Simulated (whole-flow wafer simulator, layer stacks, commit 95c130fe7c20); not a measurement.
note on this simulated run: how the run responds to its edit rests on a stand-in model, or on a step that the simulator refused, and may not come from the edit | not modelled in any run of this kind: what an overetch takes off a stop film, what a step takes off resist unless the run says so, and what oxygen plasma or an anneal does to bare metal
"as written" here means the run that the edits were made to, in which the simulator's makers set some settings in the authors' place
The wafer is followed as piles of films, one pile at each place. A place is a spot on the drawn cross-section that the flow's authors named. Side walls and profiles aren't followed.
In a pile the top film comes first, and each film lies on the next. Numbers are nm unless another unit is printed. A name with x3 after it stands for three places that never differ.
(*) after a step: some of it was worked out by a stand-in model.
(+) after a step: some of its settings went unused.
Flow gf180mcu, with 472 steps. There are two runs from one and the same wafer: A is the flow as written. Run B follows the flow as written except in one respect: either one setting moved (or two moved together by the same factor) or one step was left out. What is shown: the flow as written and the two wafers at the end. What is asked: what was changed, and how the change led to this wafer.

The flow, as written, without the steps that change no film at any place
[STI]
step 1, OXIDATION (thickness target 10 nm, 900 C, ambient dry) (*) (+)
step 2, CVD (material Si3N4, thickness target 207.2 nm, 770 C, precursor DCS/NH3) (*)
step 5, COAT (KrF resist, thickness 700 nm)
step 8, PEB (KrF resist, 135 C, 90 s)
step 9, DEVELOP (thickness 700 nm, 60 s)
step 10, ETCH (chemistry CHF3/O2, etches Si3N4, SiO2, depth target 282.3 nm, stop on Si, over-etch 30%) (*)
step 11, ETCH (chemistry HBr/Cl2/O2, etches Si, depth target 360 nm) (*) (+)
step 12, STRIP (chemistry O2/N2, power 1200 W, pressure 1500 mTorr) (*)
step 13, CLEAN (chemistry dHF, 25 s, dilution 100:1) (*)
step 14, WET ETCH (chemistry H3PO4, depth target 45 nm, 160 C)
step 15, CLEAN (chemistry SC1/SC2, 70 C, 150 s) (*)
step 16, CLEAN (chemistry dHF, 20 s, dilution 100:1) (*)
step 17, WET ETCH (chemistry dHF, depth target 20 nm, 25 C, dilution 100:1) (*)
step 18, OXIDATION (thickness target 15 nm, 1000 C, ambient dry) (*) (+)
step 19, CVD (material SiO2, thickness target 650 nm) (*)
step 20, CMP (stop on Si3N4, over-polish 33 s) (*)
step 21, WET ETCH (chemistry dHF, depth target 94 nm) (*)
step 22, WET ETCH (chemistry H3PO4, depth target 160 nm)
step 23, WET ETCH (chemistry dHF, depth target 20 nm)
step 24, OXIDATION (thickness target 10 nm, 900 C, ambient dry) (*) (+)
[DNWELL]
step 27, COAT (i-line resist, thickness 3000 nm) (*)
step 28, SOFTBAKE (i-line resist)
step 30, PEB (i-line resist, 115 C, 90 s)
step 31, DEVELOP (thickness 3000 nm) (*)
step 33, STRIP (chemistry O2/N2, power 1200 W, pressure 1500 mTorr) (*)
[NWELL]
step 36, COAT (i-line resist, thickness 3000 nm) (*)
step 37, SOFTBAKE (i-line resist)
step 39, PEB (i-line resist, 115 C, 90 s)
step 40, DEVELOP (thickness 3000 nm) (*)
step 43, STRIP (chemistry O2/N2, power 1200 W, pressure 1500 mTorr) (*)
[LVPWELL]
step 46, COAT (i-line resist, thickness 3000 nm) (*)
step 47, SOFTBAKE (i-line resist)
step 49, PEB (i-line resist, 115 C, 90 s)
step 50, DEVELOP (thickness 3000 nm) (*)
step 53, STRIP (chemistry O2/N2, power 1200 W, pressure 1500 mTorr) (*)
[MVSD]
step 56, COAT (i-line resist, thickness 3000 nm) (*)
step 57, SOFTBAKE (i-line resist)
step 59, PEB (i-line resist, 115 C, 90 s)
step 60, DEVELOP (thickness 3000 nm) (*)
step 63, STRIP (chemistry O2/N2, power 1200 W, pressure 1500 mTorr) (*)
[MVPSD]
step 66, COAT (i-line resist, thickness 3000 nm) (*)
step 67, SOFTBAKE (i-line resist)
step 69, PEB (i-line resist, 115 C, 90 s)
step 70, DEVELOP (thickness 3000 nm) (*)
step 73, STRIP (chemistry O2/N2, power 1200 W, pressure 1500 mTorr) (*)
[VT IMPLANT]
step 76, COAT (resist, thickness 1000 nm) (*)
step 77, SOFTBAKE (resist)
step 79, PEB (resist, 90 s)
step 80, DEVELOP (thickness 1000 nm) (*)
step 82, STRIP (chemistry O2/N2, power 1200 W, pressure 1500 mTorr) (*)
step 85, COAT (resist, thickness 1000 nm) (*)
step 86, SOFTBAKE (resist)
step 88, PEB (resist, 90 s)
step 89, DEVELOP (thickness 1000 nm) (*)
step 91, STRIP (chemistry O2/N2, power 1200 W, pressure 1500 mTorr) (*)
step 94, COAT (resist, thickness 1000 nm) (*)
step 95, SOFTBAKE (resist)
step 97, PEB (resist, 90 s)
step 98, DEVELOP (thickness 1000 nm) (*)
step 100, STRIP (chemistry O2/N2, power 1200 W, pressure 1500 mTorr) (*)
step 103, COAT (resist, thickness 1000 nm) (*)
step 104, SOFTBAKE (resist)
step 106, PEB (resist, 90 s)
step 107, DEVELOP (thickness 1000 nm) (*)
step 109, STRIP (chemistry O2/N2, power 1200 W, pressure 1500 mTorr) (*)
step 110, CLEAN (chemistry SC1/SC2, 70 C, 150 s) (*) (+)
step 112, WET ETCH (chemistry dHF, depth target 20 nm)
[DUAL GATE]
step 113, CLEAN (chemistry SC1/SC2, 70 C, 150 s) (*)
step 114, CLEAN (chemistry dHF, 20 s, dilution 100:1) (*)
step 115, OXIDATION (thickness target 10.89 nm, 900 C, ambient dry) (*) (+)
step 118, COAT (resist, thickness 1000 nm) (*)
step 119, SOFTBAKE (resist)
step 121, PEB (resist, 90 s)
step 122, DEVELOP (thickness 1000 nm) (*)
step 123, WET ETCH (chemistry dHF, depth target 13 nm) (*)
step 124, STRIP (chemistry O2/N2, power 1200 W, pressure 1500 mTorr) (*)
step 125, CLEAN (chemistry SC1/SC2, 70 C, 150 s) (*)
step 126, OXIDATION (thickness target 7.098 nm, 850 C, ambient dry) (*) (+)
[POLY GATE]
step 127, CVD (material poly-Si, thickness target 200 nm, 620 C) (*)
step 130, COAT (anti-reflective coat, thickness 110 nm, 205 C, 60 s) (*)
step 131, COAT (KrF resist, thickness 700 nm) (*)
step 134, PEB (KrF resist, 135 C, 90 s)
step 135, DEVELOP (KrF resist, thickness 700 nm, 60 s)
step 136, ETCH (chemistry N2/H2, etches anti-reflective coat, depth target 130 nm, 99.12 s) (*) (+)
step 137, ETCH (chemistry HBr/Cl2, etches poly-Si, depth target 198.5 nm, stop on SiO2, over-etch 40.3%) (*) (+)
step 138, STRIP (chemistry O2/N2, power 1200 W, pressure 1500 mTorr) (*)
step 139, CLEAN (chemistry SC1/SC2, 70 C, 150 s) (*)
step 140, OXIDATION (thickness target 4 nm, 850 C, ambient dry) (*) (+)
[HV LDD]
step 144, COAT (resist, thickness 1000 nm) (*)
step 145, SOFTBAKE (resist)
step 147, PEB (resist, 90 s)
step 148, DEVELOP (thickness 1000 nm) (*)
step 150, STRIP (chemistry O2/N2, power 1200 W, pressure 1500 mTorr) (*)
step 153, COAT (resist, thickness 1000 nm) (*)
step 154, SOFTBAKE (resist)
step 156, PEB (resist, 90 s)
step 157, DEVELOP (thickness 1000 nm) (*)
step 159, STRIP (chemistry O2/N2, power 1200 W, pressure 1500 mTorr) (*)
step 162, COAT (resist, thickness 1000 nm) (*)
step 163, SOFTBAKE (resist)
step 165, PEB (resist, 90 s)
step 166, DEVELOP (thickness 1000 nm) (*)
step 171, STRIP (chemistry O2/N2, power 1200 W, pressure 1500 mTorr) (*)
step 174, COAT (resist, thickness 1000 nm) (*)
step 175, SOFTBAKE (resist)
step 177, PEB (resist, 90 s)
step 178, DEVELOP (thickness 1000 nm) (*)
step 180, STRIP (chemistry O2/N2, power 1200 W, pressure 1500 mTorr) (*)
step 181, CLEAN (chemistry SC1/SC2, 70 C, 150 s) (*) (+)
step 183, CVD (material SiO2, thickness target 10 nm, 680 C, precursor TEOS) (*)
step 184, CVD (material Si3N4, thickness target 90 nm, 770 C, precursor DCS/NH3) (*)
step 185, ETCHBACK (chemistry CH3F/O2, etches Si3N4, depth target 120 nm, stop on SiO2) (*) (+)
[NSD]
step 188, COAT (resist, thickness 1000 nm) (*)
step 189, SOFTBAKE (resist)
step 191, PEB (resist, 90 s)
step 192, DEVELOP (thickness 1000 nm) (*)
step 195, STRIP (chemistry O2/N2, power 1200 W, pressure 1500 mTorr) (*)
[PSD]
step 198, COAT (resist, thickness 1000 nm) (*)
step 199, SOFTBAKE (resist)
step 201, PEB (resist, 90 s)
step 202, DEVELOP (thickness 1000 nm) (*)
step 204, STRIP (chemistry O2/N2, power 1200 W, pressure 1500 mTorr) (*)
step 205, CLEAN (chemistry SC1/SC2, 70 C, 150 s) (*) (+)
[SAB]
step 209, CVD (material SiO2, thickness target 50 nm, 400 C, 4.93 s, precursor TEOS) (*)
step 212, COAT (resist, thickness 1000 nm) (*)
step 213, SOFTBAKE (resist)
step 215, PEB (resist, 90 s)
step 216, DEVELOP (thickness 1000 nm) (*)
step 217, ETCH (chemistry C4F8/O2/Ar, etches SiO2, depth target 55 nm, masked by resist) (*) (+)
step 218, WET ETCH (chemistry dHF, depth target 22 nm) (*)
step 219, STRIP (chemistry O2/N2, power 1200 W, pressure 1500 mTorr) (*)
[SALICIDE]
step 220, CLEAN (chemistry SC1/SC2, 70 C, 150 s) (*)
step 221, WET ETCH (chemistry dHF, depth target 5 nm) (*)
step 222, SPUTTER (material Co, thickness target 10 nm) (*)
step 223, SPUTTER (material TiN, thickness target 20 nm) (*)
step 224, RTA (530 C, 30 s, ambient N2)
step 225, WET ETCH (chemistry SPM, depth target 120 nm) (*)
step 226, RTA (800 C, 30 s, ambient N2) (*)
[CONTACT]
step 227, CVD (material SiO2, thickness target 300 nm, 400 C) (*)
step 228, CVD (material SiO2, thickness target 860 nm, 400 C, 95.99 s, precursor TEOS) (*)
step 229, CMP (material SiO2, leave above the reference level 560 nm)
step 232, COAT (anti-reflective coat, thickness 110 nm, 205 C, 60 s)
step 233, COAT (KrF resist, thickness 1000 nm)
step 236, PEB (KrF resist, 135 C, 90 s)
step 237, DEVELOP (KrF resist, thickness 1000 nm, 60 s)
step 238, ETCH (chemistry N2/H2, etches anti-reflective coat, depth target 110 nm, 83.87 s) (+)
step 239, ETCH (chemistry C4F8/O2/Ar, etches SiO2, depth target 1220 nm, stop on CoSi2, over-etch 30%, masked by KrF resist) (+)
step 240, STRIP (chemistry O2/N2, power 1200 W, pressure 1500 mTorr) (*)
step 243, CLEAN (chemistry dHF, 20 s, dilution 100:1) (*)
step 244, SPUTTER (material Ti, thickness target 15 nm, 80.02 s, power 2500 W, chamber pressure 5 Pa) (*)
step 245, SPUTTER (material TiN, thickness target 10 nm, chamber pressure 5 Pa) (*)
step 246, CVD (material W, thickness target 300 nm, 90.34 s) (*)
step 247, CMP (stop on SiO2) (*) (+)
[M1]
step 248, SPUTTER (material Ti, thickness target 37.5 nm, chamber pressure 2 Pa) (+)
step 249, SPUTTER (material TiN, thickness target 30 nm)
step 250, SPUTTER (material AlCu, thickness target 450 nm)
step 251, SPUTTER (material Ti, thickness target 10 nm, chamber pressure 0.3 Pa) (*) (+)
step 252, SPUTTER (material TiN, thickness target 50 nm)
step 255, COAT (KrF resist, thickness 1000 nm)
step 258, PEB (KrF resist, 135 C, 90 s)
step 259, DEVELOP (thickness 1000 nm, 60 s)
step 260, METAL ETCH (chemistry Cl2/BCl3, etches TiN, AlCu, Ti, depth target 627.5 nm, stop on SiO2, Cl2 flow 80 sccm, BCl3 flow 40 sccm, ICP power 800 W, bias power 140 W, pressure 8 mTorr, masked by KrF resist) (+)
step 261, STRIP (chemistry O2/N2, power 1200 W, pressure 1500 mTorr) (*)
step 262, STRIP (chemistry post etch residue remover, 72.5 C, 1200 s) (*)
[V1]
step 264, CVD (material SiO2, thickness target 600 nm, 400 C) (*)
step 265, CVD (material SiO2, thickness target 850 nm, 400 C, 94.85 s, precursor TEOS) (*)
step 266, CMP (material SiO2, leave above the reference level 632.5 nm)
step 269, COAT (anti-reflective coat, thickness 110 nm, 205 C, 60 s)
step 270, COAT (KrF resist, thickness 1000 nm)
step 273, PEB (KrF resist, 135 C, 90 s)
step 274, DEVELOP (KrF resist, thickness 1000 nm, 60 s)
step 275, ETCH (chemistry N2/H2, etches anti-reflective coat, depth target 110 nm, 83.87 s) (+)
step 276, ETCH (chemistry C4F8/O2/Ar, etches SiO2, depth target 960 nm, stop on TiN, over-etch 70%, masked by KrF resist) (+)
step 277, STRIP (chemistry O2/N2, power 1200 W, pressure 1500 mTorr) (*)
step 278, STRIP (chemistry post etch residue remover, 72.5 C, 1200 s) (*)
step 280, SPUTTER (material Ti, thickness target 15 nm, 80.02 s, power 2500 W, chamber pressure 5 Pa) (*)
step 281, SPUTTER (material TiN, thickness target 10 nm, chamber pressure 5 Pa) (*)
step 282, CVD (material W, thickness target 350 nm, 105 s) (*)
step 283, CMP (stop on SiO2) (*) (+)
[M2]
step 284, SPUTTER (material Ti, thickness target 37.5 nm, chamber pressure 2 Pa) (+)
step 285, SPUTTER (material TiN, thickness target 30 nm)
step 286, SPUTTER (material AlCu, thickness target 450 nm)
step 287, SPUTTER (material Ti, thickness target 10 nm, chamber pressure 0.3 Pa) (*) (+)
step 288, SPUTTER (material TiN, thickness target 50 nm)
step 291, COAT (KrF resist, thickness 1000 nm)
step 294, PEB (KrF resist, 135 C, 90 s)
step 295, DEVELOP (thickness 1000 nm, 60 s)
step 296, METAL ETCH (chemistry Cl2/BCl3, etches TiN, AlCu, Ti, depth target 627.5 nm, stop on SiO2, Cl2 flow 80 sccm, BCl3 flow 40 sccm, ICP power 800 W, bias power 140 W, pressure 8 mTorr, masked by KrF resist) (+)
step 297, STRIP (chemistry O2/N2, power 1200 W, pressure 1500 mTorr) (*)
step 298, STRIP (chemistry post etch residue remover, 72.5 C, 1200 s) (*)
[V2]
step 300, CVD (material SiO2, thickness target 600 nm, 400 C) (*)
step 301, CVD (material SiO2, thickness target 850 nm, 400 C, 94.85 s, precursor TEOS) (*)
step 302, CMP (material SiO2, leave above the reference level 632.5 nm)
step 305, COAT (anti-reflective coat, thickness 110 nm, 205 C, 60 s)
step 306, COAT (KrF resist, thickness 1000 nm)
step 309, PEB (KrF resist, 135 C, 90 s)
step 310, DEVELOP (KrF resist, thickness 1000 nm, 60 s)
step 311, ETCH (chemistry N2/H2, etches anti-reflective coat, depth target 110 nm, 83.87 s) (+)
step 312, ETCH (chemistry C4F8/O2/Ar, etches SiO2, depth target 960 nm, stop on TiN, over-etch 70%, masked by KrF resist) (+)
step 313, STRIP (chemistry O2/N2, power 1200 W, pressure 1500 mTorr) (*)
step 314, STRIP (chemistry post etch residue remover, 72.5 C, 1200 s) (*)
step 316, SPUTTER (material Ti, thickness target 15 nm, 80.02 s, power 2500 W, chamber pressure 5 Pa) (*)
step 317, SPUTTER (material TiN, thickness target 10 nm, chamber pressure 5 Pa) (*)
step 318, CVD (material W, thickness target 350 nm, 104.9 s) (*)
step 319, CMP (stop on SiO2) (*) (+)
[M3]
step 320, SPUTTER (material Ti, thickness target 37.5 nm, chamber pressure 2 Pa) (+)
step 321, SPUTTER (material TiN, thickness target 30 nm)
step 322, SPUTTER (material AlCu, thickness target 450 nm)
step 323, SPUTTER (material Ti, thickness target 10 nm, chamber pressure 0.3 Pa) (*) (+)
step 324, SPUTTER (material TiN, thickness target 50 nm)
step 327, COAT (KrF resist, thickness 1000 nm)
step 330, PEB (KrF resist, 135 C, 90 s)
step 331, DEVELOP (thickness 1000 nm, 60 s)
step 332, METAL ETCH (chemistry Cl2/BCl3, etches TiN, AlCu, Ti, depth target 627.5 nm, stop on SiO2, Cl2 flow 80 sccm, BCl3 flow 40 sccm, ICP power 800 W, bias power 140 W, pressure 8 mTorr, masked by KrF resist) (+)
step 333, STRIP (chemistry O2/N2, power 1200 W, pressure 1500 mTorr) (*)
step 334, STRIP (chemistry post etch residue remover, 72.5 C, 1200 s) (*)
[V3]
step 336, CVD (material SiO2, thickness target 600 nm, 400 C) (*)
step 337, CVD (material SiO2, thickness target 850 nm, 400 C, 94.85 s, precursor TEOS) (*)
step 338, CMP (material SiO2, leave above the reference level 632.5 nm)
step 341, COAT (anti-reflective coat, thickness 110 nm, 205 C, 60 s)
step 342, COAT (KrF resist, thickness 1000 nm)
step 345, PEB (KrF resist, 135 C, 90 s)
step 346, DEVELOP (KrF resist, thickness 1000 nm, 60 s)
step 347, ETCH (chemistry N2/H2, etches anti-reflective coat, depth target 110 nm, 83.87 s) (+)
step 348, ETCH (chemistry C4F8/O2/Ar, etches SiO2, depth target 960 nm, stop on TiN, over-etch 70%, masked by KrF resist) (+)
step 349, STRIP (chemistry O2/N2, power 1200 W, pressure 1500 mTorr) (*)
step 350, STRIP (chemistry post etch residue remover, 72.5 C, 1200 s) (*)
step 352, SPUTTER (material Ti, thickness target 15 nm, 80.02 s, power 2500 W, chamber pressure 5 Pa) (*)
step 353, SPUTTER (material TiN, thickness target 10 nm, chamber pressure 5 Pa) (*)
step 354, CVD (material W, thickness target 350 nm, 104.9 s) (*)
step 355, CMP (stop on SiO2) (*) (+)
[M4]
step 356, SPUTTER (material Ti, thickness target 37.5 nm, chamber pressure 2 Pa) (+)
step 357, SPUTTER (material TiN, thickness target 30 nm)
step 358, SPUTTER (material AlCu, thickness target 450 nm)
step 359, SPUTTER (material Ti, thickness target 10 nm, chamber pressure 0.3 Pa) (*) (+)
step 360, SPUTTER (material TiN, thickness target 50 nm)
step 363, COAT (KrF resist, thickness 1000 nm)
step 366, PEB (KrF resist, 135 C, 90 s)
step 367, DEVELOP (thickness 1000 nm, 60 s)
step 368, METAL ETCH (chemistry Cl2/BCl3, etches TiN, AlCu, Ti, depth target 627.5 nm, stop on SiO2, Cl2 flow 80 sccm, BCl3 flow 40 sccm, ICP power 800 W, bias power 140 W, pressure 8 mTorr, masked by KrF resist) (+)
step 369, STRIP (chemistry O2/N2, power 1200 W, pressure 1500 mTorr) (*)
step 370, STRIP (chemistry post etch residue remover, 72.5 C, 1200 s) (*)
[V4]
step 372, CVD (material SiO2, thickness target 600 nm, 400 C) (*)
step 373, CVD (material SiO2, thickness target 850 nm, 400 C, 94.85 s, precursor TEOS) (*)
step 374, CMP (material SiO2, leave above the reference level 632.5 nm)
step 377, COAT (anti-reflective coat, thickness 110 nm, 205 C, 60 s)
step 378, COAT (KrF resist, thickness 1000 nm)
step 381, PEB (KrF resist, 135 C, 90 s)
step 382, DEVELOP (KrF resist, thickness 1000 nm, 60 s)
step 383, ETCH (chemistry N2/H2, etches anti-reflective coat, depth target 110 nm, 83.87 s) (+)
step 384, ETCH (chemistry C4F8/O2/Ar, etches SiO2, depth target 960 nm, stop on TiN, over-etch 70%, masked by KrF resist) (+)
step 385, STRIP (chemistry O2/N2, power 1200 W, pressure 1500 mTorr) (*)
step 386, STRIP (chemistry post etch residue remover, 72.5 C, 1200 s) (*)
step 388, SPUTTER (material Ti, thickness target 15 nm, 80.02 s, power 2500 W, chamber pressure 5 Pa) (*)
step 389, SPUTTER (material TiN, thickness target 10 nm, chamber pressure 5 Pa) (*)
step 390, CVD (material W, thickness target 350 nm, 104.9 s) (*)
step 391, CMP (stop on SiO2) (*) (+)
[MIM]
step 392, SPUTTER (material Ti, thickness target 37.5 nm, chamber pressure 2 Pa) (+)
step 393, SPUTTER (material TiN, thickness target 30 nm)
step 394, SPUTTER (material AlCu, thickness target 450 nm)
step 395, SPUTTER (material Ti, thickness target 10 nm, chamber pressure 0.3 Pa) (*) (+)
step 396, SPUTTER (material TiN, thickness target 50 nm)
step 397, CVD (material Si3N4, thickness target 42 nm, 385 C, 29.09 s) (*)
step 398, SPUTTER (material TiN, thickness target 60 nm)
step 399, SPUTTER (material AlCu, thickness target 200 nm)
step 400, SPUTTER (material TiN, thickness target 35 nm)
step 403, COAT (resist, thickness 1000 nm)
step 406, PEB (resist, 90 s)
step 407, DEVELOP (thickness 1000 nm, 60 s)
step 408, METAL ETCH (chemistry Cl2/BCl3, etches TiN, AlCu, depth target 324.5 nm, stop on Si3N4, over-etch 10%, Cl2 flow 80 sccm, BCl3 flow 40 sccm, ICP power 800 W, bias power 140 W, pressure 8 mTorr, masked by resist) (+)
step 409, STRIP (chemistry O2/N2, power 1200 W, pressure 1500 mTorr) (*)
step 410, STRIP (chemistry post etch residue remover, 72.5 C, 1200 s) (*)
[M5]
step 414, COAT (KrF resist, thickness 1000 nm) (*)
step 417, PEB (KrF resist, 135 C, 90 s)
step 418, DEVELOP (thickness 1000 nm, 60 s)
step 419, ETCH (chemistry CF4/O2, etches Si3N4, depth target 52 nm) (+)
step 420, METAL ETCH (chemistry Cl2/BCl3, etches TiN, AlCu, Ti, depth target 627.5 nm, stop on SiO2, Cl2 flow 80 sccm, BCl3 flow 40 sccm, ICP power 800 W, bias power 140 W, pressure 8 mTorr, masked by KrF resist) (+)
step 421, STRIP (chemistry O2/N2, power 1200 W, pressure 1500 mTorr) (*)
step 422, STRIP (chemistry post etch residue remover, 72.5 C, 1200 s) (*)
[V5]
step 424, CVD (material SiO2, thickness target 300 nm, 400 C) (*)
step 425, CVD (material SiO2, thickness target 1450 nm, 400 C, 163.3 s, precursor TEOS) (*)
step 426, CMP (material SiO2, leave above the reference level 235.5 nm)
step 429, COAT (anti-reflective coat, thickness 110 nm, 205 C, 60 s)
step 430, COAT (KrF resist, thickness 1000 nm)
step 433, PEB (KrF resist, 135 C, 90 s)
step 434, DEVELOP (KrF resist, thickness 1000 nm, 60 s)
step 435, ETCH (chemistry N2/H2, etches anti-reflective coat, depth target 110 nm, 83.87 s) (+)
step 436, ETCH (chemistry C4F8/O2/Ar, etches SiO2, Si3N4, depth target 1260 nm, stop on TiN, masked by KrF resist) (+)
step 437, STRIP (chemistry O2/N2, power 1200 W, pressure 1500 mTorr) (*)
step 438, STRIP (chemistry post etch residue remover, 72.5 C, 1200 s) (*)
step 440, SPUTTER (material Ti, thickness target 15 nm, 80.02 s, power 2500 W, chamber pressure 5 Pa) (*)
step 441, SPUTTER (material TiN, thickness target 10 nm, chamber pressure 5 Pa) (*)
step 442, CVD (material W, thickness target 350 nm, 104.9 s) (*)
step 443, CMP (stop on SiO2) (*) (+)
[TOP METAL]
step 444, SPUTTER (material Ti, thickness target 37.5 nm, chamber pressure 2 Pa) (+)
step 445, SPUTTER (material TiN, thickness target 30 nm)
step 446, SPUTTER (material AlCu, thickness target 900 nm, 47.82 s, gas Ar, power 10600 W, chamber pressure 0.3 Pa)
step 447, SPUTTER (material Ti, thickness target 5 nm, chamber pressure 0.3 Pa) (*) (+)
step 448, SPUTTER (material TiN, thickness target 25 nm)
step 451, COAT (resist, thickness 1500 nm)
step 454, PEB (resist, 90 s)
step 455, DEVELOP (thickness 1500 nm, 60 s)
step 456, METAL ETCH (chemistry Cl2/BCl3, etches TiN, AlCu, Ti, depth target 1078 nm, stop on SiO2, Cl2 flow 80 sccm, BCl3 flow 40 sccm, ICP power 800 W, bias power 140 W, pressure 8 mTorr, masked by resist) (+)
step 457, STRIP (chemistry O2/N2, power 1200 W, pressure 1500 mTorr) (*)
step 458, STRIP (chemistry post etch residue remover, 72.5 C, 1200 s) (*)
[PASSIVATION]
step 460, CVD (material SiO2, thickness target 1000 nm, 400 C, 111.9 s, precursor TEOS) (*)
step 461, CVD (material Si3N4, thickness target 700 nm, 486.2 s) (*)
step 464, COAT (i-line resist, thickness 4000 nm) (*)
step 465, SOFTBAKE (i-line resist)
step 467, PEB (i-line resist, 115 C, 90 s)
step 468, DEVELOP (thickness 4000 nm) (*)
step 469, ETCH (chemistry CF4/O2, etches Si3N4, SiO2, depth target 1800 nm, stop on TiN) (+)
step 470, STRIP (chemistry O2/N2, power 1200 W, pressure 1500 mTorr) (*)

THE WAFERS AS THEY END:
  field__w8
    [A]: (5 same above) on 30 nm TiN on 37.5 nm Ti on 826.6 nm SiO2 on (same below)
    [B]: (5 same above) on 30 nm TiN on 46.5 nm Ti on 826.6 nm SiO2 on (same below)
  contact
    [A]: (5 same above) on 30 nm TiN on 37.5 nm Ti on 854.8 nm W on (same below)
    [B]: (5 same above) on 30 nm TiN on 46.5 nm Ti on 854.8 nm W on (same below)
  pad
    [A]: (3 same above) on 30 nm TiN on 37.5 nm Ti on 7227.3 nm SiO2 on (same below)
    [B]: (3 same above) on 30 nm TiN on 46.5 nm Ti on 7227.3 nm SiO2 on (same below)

The reason: step 444, SPUTTER: thickness target 46.5 nm was run, whereas the flow has thickness target 37.5 nm.
One can read it off the wafer: field__w8 has Ti 46.5, and step 444 as written asks for 37.5 nm.

Step by step, how the change led to this:
  step 444, SPUTTER (material Ti, thickness target 37.5 nm, chamber pressure 2 Pa) (+)
      field, field__w1, field__w2 and 109 more: A +37.5 Ti (new film) | B +46.5 Ti (new film)
  step 456, METAL ETCH (chemistry Cl2/BCl3, etches TiN, AlCu, Ti, depth target 1078 nm, stop on SiO2, Cl2 flow 80 sccm, BCl3 flow 40 sccm, ICP power 800 W, bias power 140 W, pressure 8 mTorr, masked by resist) (+)
      field, field__w1, field__w2 and 103 more: A -25 TiN (all of it), -5 Ti (all of it), -900 AlCu (all of it), -30 TiN (all of it), -37.5 Ti (all of it) | B -25 TiN (all of it), -5 Ti (all of it), -900 AlCu (all of it), -30 TiN (all of it), -46.5 Ti (all of it)
  step 465, SOFTBAKE (i-line resist)
      field__w5, field__w9: A +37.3 i-line resist | B +30.6 i-line resist
      field__w11, field__w13: A +37.9 i-line resist | B +31.7 i-line resist
      (also at 56 further places)
